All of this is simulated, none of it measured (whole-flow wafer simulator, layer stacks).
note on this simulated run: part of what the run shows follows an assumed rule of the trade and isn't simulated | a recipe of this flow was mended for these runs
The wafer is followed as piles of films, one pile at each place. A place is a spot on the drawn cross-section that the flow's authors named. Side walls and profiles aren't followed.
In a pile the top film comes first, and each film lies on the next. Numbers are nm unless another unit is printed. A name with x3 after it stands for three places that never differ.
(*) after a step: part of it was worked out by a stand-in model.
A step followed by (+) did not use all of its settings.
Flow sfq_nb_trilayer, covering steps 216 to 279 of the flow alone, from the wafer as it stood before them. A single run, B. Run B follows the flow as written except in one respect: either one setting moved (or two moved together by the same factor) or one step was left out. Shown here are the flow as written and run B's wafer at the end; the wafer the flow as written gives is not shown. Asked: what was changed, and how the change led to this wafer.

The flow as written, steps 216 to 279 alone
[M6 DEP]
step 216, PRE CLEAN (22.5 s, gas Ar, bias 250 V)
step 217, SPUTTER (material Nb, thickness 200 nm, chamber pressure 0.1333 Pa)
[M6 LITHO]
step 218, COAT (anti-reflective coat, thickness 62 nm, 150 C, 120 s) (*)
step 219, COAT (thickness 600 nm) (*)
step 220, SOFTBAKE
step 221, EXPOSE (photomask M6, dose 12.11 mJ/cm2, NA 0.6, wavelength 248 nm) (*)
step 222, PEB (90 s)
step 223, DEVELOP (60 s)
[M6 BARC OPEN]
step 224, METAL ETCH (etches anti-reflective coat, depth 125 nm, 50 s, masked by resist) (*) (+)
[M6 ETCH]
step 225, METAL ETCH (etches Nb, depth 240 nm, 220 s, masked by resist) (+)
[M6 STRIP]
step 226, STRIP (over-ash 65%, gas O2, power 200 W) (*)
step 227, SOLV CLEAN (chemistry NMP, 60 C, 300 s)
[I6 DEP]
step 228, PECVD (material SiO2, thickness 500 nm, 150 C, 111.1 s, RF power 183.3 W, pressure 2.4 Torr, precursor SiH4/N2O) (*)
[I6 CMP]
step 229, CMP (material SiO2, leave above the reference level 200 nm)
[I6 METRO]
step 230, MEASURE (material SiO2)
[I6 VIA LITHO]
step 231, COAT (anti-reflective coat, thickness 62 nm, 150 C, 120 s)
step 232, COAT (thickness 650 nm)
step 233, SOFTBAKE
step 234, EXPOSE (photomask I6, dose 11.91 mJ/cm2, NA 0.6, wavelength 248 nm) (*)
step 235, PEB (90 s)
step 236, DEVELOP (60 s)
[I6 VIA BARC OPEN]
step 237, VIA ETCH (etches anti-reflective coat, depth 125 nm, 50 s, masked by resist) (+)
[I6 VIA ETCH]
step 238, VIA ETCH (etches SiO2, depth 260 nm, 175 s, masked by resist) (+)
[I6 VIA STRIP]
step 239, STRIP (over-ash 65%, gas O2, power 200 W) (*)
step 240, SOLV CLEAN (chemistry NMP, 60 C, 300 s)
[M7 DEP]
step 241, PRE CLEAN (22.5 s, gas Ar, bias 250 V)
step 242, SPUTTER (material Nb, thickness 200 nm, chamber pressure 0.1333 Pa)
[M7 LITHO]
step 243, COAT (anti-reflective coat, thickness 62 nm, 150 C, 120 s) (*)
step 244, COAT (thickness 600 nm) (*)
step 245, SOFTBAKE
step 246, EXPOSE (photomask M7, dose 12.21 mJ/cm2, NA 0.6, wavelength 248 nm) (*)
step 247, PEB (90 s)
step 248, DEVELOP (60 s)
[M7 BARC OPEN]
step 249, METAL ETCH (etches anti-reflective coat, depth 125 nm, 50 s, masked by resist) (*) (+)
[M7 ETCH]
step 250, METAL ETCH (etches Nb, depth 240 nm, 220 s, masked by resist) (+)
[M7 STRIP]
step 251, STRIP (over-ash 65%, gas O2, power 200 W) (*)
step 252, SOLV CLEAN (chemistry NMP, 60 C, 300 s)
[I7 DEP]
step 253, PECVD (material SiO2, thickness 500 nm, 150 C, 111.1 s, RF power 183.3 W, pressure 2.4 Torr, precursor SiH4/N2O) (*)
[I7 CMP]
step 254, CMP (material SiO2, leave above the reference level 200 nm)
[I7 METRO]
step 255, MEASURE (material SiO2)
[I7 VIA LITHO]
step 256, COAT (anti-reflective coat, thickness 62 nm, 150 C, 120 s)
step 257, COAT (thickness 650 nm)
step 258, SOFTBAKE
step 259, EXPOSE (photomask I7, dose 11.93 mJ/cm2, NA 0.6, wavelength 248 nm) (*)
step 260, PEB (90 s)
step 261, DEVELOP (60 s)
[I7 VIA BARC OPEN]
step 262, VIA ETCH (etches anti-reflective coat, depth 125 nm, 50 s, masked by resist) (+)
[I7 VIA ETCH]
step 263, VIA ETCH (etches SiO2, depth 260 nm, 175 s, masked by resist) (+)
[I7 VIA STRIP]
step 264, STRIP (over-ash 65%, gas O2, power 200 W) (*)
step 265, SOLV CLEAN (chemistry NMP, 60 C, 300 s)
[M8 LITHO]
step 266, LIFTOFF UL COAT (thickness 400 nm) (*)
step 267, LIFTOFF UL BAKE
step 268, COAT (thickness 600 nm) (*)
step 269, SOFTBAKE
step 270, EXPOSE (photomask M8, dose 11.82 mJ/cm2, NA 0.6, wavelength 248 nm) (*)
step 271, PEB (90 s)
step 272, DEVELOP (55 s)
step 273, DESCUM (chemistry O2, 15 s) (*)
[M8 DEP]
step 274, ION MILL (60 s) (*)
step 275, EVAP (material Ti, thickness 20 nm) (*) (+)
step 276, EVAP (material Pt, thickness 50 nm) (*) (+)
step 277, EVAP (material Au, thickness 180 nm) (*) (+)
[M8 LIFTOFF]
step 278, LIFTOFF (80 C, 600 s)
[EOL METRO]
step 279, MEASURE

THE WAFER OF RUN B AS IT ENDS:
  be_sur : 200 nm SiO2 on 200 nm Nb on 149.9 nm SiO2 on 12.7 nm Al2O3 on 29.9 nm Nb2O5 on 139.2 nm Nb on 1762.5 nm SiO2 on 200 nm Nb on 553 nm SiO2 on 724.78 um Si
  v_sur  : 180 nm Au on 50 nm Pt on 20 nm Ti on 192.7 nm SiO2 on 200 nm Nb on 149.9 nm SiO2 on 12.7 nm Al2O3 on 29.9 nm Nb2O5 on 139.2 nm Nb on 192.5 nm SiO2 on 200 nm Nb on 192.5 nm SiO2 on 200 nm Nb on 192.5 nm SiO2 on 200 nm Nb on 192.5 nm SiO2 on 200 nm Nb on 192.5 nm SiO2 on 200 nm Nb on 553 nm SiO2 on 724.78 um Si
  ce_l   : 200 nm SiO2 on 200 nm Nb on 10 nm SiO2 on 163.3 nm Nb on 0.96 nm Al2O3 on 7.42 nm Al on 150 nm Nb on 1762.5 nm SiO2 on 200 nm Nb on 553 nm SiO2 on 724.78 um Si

What caused this: step 217, SPUTTER: material Nb, thickness 200 nm, chamber pressure 0.1333 Pa, was not run.

How this came from the change, step by step:
  step 218, COAT (anti-reflective coat, thickness 62 nm, 150 C, 120 s) (*)
      r5r_line_l, r5r_line_c, r5r_line_r: +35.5 anti-reflective coat (new film) (as written it would have been: +37.1 anti-reflective coat (new film))
      wire: +30.7 anti-reflective coat (new film) (as written it would have been: +33.4 anti-reflective coat (new film))
      (as well as at 7 more places)
  step 219, COAT (thickness 600 nm) (*)
      be: +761 KrF-resist-other-grade (new film) (as written it would have been: +795.2 KrF-resist-other-grade (new film))
  step 224, METAL ETCH (etches anti-reflective coat, depth 125 nm, 50 s, masked by resist) (*) (+)
      r5r_line_l, r5r_line_c, r5r_line_r: -35.5 anti-reflective coat (all of it), -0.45 SiO2 (as written it would have been: -37.1 anti-reflective coat (all of it))
      gap: -58.7 anti-reflective coat (all of it), -0.33 SiO2 (as written it would have been: -61.1 anti-reflective coat (all of it))
  step 225, METAL ETCH (etches Nb, depth 240 nm, 220 s, masked by resist) (+)
      field_l, gap, moat and 76 more: -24 SiO2 (as written it would have been: -200 Nb (all of it), -4 SiO2)
  step 226, STRIP (over-ash 65%, gas O2, power 200 W) (*)
      wire: -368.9 KrF-resist-other-grade (all of it), -30.7 anti-reflective coat (all of it) (as written it would have been: -363.9 KrF-resist-other-grade (all of it), -33.4 anti-reflective coat (all of it))
      be: -525.2 KrF-resist-other-grade (all of it), -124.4 anti-reflective coat (all of it) (as written it would have been: -559.4 KrF-resist-other-grade (all of it), -139.6 anti-reflective coat (all of it))
      (as well as at 5 more places)
  step 228, PECVD (material SiO2, thickness 500 nm, 150 C, 111.1 s, RF power 183.3 W, pressure 2.4 Torr, precursor SiH4/N2O) (*)
      v_sur, via_wl, via_w and 21 more: +500 SiO2 (as written it would have been: +500 SiO2 (new film))
      gap, wl_a_sl, m6r_space_l x2: +500 SiO2 (as written it would have been: +561.1 SiO2)
      (as well as at 4 more places)
  step 229, CMP (material SiO2, leave above the reference level 200 nm)
      be_r, r_sur, r_end: -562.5 SiO2 (all of it), -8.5 Ti (all of it), -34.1 MoNx (as written it would have been: -355.2 SiO2)
      r5r_line_l, r5r_line_c, r5r_line_r: -538.1 SiO2 (all of it), -8.5 Ti (all of it), -34.1 MoNx (as written it would have been: -151.2 SiO2)
      (as well as at 100 more places)
  step 238, VIA ETCH (etches SiO2, depth 260 nm, 175 s, masked by resist) (+)
      via_v: -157 SiO2 (all of it), -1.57 Al2O3 (as written it would have been: -199.7 SiO2 (all of it), -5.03 Nb)
  step 241, PRE CLEAN (22.5 s, gas Ar, bias 250 V)
      be_r, r_sur, res, r_end, r5r_line_l, r5r_line_c, r5r_line_r: -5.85 MoNx (all of it) (as written it would have been: -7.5 SiO2)
      via_v: -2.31 Al2O3 (as written it would have been: -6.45 Nb)
  step 242, SPUTTER (material Nb, thickness 200 nm, chamber pressure 0.1333 Pa)
      via_v: +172 Nb (new film) (as written it would have been: +159.9 Nb)
  step 243, COAT (anti-reflective coat, thickness 62 nm, 150 C, 120 s) (*)
      via_v: +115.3 anti-reflective coat (new film) (as written it would have been: +128 anti-reflective coat (new film))
  step 244, COAT (thickness 600 nm) (*)
      via_v: +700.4 KrF-resist-other-grade (new film) (as written it would have been: +742.2 KrF-resist-other-grade (new film))
  step 250, METAL ETCH (etches Nb, depth 240 nm, 220 s, masked by resist) (+)
      r5r_line_l, r5r_line_c, r5r_line_r: -200 Nb (all of it), -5 Ti (all of it), -3.5 SiO2 (as written it would have been: -200 Nb (all of it), -4 SiO2)
  step 251, STRIP (over-ash 65%, gas O2, power 200 W) (*)
      via_v: -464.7 KrF-resist-other-grade (all of it), -115.3 anti-reflective coat (all of it) (as written it would have been: -506.5 KrF-resist-other-grade (all of it), -128 anti-reflective coat (all of it))
  step 253, PECVD (material SiO2, thickness 500 nm, 150 C, 111.1 s, RF power 183.3 W, pressure 2.4 Torr, precursor SiH4/N2O) (*)
      via_v: +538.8 SiO2 (new film) (as written it would have been: +627.2 SiO2 (new film))
  step 254, CMP (material SiO2, leave above the reference level 200 nm)
      r5r_line_l, r5r_line_c, r5r_line_r: -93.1 SiO2 (as written it would have been: -96 SiO2)
      via_v: -157.1 SiO2 (as written it would have been: -183.1 SiO2)
With metal films that touch counted as one body, be_sur has 3 bodies (between them, from the top down: SiO2 149.9 / Al2O3 12.7 / Nb2O5 29.9; SiO2 1762.5); the flow as written gives 4 bodies (between them, from the top down: SiO2 192.5; SiO2 207.3 / Al2O3 12.7 / Nb2O5 29.9; SiO2 1762.5).
With metal films that touch counted as one body, v_sur has 8 bodies (between them, from the top down: SiO2 192.7; SiO2 149.9 / Al2O3 12.7 / Nb2O5 29.9; SiO2 192.5; SiO2 192.5; SiO2 192.5; SiO2 192.5; SiO2 192.5); the flow as written gives 9 bodies (between them, from the top down: SiO2 192.7; SiO2 192.5; SiO2 207.3 / Al2O3 12.7 / Nb2O5 29.9; SiO2 192.5; SiO2 192.5; SiO2 192.5; SiO2 192.5; SiO2 192.5).
With metal films that touch counted as one body, ce_l has 4 bodies (between them, from the top down: SiO2 10; Al2O3 0.96; SiO2 1762.5); the flow as written gives 5 bodies (between them, from the top down: SiO2 197.5; SiO2 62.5; Al2O3 0.96; SiO2 1762.5).
